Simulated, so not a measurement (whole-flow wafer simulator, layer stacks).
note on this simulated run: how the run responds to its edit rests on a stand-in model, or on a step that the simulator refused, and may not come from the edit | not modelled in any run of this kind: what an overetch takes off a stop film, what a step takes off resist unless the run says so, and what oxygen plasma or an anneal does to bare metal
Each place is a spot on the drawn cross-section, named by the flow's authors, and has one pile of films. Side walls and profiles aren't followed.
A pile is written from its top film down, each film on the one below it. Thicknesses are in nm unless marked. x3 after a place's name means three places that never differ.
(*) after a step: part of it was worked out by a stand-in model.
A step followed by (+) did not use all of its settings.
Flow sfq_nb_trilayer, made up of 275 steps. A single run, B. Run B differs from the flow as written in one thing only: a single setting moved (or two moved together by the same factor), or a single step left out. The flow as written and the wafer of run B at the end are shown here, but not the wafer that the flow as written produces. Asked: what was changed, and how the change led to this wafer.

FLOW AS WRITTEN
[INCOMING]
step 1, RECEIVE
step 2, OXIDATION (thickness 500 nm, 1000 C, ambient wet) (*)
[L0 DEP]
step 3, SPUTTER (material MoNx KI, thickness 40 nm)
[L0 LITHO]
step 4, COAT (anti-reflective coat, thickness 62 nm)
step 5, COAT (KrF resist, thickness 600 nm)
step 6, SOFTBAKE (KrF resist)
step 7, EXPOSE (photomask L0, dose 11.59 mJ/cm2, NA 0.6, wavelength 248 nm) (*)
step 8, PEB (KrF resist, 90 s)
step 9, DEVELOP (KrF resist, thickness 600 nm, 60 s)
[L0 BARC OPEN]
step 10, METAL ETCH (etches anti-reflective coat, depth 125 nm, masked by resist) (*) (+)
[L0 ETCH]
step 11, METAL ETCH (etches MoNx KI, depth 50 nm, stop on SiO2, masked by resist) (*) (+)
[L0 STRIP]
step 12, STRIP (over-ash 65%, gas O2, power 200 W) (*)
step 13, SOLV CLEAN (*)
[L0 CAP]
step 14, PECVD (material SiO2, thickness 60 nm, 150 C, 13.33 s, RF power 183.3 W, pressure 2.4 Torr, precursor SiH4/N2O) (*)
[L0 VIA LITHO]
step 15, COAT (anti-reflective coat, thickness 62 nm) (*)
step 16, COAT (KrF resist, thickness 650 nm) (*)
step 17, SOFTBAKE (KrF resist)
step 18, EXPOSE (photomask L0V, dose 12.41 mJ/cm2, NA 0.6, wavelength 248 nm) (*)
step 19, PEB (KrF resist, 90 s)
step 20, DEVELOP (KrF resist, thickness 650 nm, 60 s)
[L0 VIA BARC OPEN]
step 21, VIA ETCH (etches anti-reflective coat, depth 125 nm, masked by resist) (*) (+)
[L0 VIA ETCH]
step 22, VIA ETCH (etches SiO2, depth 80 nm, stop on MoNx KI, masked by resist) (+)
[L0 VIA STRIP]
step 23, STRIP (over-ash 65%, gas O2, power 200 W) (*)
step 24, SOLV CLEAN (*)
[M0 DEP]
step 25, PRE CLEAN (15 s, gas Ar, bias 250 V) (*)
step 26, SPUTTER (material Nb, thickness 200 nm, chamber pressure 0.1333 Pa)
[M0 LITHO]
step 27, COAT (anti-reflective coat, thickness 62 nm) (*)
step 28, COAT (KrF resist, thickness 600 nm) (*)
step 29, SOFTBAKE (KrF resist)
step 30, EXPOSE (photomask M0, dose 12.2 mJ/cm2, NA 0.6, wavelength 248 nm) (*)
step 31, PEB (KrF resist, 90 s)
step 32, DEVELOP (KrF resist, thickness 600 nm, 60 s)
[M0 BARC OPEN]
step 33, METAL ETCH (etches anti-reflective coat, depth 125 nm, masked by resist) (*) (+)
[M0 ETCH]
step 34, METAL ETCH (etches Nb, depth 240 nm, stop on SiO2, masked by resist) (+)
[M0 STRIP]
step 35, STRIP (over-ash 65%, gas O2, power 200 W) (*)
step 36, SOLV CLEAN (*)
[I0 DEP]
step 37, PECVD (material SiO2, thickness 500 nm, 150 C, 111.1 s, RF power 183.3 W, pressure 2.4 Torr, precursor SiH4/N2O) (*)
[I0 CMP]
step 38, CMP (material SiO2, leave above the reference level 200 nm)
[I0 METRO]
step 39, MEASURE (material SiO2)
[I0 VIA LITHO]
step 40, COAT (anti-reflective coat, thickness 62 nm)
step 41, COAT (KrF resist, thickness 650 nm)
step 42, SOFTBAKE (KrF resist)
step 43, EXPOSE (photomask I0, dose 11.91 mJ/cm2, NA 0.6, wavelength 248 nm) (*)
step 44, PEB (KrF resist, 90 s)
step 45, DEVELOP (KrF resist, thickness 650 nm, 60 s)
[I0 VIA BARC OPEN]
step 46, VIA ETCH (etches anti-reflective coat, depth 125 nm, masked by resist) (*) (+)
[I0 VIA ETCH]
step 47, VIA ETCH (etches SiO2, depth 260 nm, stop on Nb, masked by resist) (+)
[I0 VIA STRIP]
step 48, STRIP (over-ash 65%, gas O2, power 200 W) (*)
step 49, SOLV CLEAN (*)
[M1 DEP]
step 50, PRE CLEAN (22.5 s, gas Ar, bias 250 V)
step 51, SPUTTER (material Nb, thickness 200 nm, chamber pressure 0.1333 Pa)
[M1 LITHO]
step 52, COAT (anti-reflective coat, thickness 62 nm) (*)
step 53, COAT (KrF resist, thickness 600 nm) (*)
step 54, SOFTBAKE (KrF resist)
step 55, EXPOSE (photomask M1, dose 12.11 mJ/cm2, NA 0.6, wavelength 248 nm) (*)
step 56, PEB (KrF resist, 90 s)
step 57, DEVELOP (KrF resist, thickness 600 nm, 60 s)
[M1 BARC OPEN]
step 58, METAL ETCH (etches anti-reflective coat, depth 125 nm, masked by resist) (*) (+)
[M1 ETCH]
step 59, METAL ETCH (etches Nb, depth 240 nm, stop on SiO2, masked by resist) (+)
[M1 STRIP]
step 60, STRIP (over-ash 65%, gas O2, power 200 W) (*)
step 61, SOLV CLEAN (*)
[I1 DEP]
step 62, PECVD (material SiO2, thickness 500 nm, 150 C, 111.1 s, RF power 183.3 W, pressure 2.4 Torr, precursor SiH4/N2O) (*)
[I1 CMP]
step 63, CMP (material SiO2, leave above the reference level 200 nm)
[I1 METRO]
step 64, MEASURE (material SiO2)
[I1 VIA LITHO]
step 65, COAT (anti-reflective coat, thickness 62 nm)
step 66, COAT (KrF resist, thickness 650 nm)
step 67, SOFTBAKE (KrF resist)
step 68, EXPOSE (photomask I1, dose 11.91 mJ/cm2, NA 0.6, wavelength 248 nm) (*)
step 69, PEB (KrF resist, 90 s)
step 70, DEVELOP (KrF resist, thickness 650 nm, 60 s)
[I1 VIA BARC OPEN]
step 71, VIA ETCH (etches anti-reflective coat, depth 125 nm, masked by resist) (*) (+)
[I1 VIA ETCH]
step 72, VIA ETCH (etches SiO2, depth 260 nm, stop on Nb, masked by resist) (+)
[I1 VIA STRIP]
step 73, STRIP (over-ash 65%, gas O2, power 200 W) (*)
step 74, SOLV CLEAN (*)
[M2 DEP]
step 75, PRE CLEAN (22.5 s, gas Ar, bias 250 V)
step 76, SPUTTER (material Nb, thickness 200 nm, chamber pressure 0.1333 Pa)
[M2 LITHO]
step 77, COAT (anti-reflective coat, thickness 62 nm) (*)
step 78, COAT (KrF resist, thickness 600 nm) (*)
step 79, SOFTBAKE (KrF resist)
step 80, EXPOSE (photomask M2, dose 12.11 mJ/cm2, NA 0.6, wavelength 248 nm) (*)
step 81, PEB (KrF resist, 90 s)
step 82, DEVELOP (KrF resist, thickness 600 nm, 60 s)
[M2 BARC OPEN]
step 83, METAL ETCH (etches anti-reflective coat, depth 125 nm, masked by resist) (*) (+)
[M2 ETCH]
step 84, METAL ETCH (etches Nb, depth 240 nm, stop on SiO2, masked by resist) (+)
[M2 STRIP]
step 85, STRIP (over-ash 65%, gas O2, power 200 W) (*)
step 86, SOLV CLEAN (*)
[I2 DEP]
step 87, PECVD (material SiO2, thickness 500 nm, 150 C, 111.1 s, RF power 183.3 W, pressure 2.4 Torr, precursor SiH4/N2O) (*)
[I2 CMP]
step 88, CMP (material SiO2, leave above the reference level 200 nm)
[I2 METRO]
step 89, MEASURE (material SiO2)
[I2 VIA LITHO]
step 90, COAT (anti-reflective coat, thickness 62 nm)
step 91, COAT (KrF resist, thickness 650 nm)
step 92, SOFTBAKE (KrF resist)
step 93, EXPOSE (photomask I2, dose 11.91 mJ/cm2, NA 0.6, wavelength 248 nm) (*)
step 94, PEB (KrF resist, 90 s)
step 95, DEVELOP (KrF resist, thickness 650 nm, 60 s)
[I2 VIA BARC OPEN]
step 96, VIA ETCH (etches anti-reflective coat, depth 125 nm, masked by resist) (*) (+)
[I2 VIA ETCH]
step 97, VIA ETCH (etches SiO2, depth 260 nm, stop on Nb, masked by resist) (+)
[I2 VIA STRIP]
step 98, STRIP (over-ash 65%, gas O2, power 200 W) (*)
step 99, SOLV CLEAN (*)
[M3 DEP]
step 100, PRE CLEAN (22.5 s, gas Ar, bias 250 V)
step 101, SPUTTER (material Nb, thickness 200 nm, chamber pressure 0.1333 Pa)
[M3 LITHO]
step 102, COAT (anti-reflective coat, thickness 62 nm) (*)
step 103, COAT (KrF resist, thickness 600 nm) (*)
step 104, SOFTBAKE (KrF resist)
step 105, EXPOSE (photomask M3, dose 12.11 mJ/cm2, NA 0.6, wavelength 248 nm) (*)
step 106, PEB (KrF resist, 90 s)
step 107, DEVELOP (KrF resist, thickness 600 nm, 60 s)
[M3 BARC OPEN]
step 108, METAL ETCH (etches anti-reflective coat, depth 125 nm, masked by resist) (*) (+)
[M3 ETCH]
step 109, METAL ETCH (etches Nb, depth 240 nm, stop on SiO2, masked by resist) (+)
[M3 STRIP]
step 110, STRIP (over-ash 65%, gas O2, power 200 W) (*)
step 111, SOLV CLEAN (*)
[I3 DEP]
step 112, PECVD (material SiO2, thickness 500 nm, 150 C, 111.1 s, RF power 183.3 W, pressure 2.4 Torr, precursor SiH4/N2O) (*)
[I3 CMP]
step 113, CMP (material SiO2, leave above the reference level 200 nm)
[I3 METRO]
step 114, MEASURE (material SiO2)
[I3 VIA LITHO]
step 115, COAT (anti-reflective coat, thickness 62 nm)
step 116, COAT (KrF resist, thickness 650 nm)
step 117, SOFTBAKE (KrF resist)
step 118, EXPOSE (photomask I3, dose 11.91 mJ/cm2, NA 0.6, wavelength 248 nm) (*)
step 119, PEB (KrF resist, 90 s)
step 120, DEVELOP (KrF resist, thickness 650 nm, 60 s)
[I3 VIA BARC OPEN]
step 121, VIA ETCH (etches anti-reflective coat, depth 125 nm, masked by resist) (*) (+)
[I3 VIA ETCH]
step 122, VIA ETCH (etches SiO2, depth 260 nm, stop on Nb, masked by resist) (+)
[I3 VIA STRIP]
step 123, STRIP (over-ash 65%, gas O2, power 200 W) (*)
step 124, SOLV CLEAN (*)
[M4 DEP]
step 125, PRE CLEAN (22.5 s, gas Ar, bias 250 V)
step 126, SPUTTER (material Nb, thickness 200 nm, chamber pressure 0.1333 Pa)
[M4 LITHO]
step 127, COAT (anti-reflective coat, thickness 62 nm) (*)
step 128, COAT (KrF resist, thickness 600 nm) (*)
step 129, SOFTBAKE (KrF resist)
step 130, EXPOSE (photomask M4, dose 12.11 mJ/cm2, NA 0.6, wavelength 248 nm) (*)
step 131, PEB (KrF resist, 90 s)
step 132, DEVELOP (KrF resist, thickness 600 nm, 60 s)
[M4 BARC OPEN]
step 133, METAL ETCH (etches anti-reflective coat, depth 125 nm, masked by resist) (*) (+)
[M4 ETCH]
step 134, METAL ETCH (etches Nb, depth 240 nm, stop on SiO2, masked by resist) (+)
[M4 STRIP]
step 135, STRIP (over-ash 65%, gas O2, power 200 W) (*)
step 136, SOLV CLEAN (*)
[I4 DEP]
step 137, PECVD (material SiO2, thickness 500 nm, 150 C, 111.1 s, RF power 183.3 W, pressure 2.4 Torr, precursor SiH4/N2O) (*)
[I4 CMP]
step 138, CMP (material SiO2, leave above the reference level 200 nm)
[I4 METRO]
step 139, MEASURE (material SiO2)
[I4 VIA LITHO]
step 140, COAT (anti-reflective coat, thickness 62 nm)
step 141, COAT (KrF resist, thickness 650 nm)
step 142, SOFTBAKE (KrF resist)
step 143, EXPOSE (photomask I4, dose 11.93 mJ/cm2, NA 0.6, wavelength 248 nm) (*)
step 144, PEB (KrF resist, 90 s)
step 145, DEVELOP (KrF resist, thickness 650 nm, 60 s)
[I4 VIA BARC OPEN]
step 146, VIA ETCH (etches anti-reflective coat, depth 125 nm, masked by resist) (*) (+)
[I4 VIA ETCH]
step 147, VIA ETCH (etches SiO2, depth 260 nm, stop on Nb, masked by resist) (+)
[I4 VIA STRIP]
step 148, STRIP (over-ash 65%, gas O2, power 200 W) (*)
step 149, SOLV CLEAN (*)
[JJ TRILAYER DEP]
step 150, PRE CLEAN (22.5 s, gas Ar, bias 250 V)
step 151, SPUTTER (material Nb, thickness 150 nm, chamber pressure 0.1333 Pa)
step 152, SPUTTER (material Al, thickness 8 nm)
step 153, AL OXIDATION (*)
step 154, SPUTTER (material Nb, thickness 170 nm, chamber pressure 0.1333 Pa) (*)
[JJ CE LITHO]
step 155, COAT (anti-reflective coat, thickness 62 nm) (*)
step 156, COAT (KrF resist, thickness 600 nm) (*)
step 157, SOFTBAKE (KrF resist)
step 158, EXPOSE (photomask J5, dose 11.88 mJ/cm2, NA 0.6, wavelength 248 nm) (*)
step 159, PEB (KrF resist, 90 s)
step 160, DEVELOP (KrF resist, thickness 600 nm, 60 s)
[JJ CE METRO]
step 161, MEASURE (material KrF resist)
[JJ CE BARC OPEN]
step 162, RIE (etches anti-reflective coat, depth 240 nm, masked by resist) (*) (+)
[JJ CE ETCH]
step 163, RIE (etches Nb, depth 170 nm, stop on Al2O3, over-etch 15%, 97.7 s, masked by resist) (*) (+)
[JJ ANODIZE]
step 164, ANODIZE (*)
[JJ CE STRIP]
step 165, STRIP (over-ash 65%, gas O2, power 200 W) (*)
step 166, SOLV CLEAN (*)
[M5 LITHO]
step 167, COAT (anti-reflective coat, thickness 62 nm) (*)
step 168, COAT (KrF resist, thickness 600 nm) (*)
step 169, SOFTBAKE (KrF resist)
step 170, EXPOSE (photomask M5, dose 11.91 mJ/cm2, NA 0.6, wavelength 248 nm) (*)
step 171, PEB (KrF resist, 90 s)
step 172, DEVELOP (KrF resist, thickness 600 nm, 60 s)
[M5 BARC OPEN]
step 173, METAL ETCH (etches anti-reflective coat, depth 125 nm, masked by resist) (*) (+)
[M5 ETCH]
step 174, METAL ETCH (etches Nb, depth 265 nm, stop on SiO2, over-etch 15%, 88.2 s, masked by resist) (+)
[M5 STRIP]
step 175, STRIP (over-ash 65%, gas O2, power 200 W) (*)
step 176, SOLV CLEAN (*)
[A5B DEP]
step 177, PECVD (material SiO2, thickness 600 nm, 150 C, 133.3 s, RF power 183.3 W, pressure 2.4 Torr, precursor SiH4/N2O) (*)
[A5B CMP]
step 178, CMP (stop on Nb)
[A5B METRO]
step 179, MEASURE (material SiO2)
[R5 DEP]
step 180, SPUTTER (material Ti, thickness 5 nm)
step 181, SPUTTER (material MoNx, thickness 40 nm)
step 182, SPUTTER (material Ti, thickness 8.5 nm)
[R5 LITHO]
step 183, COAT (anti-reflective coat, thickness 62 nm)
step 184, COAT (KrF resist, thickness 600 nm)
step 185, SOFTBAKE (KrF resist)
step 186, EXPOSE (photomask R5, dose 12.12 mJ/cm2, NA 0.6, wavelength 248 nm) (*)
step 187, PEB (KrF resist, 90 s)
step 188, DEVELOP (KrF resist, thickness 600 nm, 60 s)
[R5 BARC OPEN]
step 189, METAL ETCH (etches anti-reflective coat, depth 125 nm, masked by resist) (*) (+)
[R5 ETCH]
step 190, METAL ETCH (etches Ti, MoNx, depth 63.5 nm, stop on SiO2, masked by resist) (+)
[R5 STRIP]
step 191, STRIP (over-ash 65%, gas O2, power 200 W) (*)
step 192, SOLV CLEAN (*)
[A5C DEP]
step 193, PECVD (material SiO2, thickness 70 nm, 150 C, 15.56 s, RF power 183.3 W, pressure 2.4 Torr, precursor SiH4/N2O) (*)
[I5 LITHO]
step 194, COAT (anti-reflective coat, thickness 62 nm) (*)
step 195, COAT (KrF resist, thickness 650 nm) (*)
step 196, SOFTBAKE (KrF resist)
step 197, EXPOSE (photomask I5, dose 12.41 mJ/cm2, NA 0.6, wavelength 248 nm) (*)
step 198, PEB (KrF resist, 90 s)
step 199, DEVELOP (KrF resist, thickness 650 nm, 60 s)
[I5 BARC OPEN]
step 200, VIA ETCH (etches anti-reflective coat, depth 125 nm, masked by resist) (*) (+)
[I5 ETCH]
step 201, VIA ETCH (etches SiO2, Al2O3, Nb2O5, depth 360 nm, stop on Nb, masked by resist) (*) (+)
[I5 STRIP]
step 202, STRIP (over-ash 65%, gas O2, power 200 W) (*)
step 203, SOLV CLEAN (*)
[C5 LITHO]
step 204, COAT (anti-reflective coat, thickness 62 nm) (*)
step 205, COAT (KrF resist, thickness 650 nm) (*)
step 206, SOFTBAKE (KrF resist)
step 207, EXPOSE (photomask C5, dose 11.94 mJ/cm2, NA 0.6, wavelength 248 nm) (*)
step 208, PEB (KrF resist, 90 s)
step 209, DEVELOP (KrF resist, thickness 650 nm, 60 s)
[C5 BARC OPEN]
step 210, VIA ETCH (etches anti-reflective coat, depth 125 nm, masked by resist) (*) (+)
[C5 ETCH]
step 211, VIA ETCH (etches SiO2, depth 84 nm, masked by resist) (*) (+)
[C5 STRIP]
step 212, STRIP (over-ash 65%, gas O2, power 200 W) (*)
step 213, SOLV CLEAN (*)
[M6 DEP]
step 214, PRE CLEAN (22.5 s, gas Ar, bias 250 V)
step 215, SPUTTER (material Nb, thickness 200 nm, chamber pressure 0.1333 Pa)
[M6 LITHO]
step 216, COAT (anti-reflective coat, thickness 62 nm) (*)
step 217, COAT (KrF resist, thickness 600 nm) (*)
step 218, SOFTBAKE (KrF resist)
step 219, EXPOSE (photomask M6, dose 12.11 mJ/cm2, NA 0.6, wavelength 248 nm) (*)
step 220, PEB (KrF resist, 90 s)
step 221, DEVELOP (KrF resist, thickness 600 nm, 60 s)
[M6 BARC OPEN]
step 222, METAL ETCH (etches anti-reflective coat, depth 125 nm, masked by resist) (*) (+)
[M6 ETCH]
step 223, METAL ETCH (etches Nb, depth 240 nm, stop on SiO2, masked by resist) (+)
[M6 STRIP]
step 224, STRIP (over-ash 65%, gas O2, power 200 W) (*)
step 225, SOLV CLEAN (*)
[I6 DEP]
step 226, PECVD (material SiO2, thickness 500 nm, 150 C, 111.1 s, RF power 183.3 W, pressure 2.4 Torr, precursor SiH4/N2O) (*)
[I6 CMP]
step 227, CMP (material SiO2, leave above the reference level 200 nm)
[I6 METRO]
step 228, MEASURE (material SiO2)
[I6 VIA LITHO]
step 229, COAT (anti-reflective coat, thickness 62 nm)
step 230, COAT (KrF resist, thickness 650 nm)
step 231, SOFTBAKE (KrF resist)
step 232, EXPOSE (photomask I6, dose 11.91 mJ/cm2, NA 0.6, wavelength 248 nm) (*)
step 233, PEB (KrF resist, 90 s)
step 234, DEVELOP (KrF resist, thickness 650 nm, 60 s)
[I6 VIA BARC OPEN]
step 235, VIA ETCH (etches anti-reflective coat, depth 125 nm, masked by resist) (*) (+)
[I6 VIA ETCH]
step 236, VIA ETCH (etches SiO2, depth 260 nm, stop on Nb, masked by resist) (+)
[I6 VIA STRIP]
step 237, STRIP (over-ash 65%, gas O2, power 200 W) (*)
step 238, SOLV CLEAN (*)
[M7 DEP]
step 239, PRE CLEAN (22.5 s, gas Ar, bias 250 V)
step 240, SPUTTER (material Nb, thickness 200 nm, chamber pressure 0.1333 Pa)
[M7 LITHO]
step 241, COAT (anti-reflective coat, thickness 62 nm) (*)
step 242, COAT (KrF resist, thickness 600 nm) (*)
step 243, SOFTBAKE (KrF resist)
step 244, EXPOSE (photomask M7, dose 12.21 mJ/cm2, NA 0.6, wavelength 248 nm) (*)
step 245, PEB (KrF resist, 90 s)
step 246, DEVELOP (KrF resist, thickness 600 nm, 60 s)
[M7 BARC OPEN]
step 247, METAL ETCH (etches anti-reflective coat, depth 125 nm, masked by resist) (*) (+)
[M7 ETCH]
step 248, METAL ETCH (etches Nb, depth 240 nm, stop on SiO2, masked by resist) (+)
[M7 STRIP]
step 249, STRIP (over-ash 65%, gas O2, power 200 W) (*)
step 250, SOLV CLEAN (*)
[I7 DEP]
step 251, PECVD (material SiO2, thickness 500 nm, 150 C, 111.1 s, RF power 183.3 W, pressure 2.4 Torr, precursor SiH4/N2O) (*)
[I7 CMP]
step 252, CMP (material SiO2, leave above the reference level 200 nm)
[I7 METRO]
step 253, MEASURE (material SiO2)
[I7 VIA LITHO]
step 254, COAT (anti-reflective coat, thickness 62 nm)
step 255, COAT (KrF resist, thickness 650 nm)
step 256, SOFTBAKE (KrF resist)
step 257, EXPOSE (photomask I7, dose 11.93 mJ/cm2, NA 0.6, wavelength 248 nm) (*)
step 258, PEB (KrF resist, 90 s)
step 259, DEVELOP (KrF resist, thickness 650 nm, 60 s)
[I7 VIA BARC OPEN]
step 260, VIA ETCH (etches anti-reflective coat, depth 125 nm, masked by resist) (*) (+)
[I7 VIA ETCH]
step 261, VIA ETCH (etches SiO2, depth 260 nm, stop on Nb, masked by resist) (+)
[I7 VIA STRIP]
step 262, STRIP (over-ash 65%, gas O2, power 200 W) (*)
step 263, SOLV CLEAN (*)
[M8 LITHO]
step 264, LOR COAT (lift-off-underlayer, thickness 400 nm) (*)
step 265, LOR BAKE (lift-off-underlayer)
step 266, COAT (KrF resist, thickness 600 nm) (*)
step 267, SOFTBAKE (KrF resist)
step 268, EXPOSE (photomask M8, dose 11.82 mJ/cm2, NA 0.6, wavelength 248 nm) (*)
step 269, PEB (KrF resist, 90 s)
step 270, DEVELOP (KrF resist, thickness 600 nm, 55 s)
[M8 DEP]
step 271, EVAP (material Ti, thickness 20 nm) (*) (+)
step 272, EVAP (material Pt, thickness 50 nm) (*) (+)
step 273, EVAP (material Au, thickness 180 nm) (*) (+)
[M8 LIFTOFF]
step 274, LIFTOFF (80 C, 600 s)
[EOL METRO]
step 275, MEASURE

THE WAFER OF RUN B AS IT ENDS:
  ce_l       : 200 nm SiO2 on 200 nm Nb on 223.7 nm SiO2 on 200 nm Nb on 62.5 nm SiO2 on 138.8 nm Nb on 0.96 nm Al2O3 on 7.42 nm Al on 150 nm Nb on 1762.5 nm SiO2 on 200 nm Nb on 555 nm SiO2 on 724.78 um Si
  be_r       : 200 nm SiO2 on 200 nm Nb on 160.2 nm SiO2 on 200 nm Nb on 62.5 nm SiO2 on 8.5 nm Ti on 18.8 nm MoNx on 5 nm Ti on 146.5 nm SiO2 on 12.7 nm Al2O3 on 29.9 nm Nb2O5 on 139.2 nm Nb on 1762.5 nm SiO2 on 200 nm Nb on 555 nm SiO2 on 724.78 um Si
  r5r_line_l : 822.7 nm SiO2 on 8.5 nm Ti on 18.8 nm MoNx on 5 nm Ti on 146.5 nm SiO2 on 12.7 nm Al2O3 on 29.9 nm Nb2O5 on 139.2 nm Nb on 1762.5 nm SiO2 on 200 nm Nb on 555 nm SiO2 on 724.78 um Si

The reason: step 181, SPUTTER: thickness 18.8 nm was run, though the flow has thickness 40 nm.
The wafer lets one read it off: be_r has MoNx 18.8, and step 181 as written asks for 40 nm.

How this came from the change, step by step:
  step 181, SPUTTER (material MoNx, thickness 40 nm)
      field_l, v_sur, via_wl and 103 more: MoNx gains 18.8 (new film) (as written it would have been: MoNx gains 40 (new film))
  step 190, METAL ETCH (etches Ti, MoNx, depth 63.5 nm, stop on SiO2, masked by resist) (+)
      field_l, v_sur, via_wl and 92 more: Ti loses 8.5 (all of it), MoNx loses 18.8 (all of it), Ti loses 5 (all of it) (as written it would have been: Ti loses 8.5 (all of it), MoNx loses 40 (all of it), Ti loses 5 (all of it))
      ce_l, c5j, ce_r, wl_jj: Ti loses 8.5 (all of it), MoNx loses 18.8 (all of it), Ti loses 5 (all of it), Nb loses 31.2 (as written it would have been: Ti loses 8.5 (all of it), MoNx loses 40 (all of it), Ti loses 5 (all of it), Nb loses 10)
  step 194, COAT (anti-reflective coat, thickness 62 nm) (*)
      wl_j_sl, wl_j_sr: anti-reflective coat gains 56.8 (new film) (as written it would have been: anti-reflective coat gains 60.2 (new film))
      r5r_spacepad_l, r5r_spacepad_r: anti-reflective coat gains 75.3 (new film) (as written it would have been: anti-reflective coat gains 84.4 (new film))
      (also at 15 further places)
  step 202, STRIP (over-ash 65%, gas O2, power 200 W) (*)
      wl_j_sl, wl_j_sr: KrF resist loses 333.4 (all of it), anti-reflective coat loses 56.8 (all of it) (as written it would have been: KrF resist loses 333.3 (all of it), anti-reflective coat loses 60.2 (all of it))
      r5r_spacepad_l, r5r_spacepad_r: KrF resist loses 334.8 (all of it), anti-reflective coat loses 75.3 (all of it) (as written it would have been: KrF resist loses 335.6 (all of it), anti-reflective coat loses 84.4 (all of it))
      (also at 15 further places)
  step 204, COAT (anti-reflective coat, thickness 62 nm) (*)
      wl_j_sl, wl_j_sr: anti-reflective coat gains 56.8 (new film) (as written it would have been: anti-reflective coat gains 60.2 (new film))
      r5r_spacepad_l, r5r_spacepad_r: anti-reflective coat gains 75.3 (new film) (as written it would have been: anti-reflective coat gains 84.4 (new film))
      (also at 15 further places)
  step 210, VIA ETCH (etches anti-reflective coat, depth 125 nm, masked by resist) (*) (+)
      field_l, v_sur, via_wl and 101 more: KrF resist loses 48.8 (as written it would have been: KrF resist loses 47.4)
      c5j: anti-reflective coat loses 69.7 (all of it), SiO2 loses 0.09 (as written it would have been: anti-reflective coat loses 63.9 (all of it), SiO2 loses 0.11)
      (also at 1 further place)
  step 212, STRIP (over-ash 65%, gas O2, power 200 W) (*)
      wl_j_sl, wl_j_sr: KrF resist loses 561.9 (all of it), anti-reflective coat loses 56.8 (all of it) (as written it would have been: KrF resist loses 563.4 (all of it), anti-reflective coat loses 60.2 (all of it))
      r5r_spacepad_l, r5r_spacepad_r: KrF resist loses 563.3 (all of it), anti-reflective coat loses 75.3 (all of it) (as written it would have been: KrF resist loses 565.8 (all of it), anti-reflective coat loses 84.4 (all of it))
      (also at 13 further places)
  step 216, COAT (anti-reflective coat, thickness 62 nm) (*)
      r5r_line_l, r5r_line_c, r5r_line_r: anti-reflective coat gains 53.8 (new film) (as written it would have been: anti-reflective coat gains 50 (new film))
      wl_j_sl, wl_j_sr: anti-reflective coat gains 56.9 (new film) (as written it would have been: anti-reflective coat gains 60.2 (new film))
      (also at 14 further places)
  step 222, METAL ETCH (etches anti-reflective coat, depth 125 nm, masked by resist) (*) (+)
      r5r_line_l, r5r_line_c, r5r_line_r: anti-reflective coat loses 53.8 (all of it) (as written it would have been: anti-reflective coat loses 50 (all of it))
      r5r_spacepad_l, r5r_spacepad_r: anti-reflective coat loses 75.7 (all of it) (as written it would have been: anti-reflective coat loses 85.7 (all of it))
      (also at 2 further places)
  step 224, STRIP (over-ash 65%, gas O2, power 200 W) (*)
      wl_j_sl, wl_j_sr: KrF resist loses 382.3 (all of it), anti-reflective coat loses 56.9 (all of it) (as written it would have been: KrF resist loses 382.5 (all of it), anti-reflective coat loses 60.2 (all of it))
      jj_sur: KrF resist loses 377.2 (all of it), anti-reflective coat loses 52.3 (all of it) (as written it would have been: KrF resist loses 378.5 (all of it), anti-reflective coat loses 56.1 (all of it))
      (also at 9 further places)
  step 226, PECVD (material SiO2, thickness 500 nm, 150 C, 111.1 s, RF power 183.3 W, pressure 2.4 Torr, precursor SiH4/N2O) (*)
      r5r_spacepad_l, r5r_spacepad_r: SiO2 gains 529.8 (as written it would have been: SiO2 gains 553.5)
  step 227, CMP (material SiO2, leave above the reference level 200 nm)
      ce_l, ce_r, wl_jj: SiO2 loses 268.8 (as written it would have been: SiO2 loses 290)
      be_r, r_sur, r_end: SiO2 loses 332.3 (as written it would have been: SiO2 loses 353.5)
      (also at 7 further places)
